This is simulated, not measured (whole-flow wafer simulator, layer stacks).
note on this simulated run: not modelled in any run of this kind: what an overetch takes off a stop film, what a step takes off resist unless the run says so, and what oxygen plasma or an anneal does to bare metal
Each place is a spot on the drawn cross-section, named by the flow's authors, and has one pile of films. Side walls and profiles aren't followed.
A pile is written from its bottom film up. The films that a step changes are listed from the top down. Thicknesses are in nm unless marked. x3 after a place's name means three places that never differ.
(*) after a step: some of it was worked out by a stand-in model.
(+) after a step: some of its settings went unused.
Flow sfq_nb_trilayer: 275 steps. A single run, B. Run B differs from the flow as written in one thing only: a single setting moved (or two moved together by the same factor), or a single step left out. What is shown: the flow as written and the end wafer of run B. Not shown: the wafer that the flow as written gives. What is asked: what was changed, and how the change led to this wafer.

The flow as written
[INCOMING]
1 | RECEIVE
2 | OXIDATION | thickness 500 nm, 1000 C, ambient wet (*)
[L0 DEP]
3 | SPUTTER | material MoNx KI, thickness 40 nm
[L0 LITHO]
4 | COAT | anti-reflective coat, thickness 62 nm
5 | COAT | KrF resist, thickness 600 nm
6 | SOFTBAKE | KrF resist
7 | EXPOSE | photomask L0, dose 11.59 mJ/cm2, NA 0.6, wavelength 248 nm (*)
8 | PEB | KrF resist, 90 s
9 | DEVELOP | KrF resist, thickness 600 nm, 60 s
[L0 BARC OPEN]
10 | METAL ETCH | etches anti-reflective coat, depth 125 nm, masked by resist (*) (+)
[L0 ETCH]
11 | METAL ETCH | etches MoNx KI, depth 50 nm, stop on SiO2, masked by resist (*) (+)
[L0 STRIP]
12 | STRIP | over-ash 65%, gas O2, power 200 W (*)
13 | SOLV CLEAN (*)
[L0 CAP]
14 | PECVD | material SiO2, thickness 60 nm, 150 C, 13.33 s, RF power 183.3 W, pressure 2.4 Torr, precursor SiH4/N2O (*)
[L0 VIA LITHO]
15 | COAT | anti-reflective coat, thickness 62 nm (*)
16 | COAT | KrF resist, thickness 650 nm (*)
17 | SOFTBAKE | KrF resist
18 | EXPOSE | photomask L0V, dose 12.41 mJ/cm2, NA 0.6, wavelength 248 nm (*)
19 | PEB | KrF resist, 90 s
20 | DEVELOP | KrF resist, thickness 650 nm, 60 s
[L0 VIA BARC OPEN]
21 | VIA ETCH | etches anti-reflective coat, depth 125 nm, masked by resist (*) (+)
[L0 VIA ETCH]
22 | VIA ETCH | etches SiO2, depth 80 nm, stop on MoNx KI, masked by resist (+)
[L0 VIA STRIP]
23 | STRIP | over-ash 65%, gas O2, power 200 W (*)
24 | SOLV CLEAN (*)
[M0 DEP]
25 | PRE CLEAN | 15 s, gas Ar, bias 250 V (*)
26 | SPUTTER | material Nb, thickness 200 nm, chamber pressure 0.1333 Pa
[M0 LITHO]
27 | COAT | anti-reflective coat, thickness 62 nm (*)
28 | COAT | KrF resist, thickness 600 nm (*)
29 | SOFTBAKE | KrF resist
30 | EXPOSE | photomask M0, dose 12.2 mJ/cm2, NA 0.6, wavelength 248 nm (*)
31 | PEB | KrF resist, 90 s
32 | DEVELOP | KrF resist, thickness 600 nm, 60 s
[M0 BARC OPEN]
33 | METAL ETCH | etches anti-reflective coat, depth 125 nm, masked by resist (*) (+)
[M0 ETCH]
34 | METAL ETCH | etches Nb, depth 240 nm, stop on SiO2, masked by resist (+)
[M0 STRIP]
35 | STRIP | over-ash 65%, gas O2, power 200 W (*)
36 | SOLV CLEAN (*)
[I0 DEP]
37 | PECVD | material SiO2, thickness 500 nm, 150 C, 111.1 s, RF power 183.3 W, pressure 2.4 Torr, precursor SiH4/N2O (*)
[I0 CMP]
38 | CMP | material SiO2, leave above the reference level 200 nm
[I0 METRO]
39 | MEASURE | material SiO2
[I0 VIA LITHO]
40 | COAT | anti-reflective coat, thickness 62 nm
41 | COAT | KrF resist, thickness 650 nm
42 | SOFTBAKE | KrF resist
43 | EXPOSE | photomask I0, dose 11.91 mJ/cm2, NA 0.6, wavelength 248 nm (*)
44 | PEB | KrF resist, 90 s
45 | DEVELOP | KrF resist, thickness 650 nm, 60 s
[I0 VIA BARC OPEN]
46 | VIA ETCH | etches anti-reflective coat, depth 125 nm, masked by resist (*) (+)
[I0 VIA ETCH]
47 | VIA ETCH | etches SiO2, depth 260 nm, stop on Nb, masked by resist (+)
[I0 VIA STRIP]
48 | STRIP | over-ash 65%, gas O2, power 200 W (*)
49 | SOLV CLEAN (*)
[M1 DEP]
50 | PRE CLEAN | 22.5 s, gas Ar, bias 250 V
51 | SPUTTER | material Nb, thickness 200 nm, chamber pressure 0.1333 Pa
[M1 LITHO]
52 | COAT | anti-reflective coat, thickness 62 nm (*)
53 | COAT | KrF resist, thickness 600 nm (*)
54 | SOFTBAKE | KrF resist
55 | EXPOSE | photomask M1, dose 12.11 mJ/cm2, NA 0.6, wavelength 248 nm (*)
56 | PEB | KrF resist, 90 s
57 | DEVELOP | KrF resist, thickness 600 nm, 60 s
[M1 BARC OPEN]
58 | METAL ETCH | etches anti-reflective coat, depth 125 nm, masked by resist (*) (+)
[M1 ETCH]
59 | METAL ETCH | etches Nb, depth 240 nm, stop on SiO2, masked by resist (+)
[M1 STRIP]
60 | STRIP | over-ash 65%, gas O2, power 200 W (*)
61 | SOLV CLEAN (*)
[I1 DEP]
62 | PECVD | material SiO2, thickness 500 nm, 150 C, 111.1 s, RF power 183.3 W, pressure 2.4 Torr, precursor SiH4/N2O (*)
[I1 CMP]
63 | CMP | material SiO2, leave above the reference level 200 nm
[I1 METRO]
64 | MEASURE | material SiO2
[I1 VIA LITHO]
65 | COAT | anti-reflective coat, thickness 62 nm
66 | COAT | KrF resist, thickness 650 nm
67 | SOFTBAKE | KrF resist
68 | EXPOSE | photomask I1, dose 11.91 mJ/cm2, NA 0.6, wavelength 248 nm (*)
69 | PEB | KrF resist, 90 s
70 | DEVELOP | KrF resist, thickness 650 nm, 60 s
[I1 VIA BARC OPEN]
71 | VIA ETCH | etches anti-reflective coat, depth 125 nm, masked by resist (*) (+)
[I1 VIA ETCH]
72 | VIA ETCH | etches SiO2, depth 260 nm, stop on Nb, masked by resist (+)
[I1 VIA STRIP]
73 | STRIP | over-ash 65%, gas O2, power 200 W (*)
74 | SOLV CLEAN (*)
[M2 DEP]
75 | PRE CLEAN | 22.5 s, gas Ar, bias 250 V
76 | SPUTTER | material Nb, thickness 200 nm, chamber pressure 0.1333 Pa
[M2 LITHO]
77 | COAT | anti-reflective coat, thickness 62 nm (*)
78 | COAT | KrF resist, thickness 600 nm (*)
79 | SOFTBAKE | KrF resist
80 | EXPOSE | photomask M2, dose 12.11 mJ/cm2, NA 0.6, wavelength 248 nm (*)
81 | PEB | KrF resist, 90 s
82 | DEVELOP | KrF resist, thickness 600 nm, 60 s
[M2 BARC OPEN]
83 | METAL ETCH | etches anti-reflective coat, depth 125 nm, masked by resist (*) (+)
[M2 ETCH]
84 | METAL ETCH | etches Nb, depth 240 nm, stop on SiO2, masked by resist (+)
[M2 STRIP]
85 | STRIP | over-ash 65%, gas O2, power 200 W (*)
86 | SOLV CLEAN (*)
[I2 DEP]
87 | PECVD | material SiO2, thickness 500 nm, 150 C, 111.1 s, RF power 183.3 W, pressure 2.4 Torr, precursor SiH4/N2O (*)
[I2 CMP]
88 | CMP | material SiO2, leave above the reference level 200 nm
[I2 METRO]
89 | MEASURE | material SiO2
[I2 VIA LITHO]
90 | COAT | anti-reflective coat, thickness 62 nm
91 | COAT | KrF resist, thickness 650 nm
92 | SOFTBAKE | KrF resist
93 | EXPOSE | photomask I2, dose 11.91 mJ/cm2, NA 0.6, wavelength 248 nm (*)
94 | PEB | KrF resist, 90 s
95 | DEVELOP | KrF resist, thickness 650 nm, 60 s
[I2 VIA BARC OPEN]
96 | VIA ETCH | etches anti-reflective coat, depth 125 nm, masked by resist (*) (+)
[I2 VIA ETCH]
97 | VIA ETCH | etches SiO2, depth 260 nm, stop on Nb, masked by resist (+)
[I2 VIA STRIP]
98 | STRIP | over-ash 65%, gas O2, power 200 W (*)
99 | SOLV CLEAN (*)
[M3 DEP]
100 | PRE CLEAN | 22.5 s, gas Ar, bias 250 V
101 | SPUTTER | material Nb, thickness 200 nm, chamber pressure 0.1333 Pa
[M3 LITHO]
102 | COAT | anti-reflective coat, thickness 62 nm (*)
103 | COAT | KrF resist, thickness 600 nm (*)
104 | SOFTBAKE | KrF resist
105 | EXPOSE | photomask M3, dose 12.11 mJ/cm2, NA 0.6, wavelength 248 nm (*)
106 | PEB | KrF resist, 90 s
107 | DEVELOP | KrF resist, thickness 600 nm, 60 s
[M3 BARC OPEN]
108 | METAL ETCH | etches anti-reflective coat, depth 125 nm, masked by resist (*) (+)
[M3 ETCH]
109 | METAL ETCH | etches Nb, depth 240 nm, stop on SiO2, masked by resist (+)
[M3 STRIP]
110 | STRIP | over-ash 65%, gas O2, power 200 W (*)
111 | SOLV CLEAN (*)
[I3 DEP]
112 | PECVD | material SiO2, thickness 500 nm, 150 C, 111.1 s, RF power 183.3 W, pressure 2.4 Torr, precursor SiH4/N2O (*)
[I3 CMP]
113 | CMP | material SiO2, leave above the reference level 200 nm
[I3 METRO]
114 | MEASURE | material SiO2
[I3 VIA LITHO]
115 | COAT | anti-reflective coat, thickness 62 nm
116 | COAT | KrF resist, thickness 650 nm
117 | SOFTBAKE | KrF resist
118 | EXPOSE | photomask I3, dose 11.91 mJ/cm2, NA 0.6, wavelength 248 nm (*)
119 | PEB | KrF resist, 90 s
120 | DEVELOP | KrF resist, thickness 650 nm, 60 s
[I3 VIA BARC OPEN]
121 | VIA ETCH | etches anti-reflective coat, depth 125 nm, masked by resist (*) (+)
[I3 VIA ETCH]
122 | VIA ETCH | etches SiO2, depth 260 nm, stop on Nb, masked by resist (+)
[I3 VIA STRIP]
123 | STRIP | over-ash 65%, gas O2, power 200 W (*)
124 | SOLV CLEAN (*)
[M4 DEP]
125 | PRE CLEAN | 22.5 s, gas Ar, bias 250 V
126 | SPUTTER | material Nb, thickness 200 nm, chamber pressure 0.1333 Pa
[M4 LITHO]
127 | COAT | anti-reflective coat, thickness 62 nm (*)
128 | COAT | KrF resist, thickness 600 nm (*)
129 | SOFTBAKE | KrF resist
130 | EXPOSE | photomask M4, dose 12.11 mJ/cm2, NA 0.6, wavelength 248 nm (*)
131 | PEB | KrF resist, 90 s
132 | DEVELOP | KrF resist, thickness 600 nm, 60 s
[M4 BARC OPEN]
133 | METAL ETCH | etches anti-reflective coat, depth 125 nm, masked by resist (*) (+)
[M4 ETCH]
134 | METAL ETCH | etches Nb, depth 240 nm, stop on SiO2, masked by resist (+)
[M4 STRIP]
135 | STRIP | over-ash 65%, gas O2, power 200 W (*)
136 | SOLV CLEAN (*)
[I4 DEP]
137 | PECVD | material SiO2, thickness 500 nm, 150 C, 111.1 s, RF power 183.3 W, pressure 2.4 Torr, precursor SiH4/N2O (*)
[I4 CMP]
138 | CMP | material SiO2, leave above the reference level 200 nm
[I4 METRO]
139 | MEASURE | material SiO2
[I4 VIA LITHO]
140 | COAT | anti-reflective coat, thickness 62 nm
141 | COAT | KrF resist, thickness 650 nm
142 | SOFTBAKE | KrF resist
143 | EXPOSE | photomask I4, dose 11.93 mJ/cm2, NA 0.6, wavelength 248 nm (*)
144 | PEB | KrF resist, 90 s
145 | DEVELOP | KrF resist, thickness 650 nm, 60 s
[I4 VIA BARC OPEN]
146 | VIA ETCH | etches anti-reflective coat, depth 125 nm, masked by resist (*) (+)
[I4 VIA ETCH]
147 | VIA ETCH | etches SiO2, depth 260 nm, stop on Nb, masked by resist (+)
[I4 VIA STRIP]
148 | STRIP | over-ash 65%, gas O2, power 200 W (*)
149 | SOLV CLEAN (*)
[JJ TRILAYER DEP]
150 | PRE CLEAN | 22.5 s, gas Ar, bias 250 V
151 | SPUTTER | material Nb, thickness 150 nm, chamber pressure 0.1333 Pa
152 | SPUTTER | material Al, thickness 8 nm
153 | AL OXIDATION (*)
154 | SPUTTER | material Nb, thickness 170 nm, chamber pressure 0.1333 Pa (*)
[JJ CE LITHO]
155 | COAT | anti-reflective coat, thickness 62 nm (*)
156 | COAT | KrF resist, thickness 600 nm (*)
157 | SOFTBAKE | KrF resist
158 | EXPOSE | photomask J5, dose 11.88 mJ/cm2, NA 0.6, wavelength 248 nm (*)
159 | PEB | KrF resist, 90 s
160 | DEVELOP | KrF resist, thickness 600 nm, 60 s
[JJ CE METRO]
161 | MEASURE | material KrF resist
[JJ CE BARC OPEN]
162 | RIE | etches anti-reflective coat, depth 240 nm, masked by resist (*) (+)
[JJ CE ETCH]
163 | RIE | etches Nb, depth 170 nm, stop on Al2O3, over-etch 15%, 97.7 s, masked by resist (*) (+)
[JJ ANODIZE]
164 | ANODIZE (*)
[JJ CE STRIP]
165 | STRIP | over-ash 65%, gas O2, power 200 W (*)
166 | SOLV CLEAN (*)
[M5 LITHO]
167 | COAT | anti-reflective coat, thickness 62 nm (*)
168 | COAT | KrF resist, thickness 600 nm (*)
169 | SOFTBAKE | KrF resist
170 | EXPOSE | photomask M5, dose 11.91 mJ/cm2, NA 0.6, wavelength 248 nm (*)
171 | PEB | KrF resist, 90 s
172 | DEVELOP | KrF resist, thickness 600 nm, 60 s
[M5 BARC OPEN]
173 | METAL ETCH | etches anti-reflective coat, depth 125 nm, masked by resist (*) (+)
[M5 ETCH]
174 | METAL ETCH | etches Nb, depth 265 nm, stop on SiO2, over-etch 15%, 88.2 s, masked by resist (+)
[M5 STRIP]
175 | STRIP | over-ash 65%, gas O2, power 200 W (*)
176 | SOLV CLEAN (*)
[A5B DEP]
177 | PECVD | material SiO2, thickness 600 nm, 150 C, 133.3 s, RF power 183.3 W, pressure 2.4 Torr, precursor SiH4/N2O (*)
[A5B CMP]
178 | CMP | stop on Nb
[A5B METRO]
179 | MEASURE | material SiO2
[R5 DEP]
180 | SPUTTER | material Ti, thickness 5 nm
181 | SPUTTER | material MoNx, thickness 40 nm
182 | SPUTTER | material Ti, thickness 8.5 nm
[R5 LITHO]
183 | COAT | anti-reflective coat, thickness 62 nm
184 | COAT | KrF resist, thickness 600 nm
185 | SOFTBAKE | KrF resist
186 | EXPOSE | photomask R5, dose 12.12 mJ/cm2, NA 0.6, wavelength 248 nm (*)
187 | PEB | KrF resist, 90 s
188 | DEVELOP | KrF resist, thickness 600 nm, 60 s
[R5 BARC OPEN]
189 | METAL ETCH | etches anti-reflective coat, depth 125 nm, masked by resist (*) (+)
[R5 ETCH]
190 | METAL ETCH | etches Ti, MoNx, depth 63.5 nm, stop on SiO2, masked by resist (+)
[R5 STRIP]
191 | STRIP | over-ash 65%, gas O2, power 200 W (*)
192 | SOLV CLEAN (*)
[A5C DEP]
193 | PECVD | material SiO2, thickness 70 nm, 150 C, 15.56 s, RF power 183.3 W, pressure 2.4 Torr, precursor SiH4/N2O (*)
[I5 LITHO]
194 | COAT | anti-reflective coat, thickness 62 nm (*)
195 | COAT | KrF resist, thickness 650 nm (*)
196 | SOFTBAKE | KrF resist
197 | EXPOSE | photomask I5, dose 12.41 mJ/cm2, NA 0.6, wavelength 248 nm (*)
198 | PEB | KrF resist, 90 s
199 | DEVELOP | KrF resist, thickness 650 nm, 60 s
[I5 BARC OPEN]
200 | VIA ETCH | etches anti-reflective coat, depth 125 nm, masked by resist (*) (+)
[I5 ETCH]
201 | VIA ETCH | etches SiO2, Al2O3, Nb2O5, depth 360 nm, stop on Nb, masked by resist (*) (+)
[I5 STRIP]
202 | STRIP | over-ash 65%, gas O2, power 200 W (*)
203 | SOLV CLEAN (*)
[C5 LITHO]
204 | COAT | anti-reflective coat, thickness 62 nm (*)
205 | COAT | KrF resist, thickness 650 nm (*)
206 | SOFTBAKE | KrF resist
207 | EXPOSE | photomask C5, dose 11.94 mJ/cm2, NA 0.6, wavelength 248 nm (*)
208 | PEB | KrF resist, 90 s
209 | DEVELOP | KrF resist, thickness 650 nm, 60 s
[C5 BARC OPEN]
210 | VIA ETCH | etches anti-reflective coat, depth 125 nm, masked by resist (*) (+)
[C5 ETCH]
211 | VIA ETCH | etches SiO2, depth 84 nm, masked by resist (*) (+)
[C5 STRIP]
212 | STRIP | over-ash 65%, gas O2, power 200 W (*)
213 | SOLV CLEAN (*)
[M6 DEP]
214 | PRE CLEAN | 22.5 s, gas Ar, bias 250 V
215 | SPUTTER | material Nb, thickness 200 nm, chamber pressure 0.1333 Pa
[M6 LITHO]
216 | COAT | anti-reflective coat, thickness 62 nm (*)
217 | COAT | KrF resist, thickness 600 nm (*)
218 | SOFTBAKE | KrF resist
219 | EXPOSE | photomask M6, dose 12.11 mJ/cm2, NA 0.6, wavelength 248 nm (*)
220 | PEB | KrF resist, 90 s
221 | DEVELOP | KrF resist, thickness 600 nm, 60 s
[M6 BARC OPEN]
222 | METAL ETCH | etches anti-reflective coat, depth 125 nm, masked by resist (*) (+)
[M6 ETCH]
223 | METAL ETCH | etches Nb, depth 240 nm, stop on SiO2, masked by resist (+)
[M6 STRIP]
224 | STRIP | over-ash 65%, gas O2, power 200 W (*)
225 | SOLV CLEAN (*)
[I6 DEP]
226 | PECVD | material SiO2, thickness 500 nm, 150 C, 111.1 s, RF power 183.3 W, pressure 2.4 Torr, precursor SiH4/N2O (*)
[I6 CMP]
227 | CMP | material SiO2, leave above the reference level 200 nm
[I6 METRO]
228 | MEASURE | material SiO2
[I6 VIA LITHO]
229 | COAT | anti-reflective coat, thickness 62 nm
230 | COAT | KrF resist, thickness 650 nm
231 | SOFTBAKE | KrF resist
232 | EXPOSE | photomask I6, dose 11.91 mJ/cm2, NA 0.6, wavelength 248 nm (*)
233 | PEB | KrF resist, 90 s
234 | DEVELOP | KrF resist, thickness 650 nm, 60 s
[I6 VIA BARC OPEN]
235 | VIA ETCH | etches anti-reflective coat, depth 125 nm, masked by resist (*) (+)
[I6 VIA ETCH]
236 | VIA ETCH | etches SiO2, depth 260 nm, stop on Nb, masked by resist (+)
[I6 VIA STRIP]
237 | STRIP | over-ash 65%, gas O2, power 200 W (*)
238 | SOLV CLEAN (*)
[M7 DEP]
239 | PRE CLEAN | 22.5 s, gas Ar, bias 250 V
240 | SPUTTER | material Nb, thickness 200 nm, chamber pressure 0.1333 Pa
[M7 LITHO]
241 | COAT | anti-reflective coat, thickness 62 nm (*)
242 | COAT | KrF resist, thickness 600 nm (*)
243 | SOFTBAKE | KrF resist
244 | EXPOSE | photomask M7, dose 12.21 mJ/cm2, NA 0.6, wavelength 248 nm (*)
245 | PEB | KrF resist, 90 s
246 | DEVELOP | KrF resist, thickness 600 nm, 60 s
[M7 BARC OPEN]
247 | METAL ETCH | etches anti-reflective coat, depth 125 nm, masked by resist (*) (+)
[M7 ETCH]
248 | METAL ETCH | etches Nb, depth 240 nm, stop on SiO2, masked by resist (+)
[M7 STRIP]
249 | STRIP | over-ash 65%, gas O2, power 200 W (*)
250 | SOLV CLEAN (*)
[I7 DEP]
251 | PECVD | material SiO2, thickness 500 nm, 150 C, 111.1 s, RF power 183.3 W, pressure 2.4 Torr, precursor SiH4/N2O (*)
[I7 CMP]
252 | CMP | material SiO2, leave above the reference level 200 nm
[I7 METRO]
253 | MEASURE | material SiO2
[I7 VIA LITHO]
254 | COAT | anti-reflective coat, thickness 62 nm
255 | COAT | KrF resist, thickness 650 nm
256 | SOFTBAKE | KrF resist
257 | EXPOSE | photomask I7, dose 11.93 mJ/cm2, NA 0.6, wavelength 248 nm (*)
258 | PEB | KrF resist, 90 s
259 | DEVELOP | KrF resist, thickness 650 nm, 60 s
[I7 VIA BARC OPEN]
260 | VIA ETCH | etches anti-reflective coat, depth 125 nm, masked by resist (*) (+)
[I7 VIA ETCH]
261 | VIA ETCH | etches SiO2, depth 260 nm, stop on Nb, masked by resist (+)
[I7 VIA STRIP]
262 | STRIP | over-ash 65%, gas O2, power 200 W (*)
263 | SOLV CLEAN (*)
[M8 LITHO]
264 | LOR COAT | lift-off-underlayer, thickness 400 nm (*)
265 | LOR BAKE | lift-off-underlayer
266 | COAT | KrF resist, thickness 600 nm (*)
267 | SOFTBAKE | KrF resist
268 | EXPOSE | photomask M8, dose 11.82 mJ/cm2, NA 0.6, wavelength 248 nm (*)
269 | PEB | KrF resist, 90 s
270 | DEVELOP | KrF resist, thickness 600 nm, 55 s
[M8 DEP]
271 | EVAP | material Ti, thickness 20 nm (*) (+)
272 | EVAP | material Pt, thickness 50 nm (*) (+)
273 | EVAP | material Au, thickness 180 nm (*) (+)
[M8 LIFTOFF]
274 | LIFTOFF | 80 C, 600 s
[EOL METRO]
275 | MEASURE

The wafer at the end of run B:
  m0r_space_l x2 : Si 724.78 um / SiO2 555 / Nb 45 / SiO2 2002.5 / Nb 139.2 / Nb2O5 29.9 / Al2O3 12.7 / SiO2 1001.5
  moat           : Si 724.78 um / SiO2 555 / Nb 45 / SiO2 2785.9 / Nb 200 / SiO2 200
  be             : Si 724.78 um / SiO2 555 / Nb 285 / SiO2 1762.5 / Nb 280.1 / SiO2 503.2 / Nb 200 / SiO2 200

The reason: step 26, SPUTTER: thickness 285 nm was run, though the flow has thickness 200 nm.
The wafer itself shows it: be has Nb 285, and step 26 as written asks for 200 nm.

How this came from the change, step by step:
  26 | SPUTTER | material Nb, thickness 200 nm, chamber pressure 0.1333 Pa
      field_l, v_sur, via_wl and 102 more: Nb gains 285 (new film) (it would be, as written: Nb gains 200 (new film))
      l0v: Nb gains 280.9 (new film) (it would be, as written: Nb gains 195.7 (new film))
  34 | METAL ETCH | etches Nb, depth 240 nm, stop on SiO2, masked by resist (+)
      moat, m0r_space_l x2: Nb loses 240 (it would be, as written: Nb loses 200 (all of it))
  37 | PECVD | material SiO2, thickness 500 nm, 150 C, 111.1 s, RF power 183.3 W, pressure 2.4 Torr, precursor SiH4/N2O (*)
      moat, m0r_space_l x2: SiO2 gains 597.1 (new film) (it would be, as written: SiO2 gains 557.1)
If metal films that touch count as one body, m0r_space_l x2 has 2 bodies (between them, from the top down: SiO2 2002.5); the flow as written gives 1 body.
If metal films that touch count as one body, moat has 2 bodies (between them, from the top down: SiO2 2785.9); the flow as written gives 1 body.
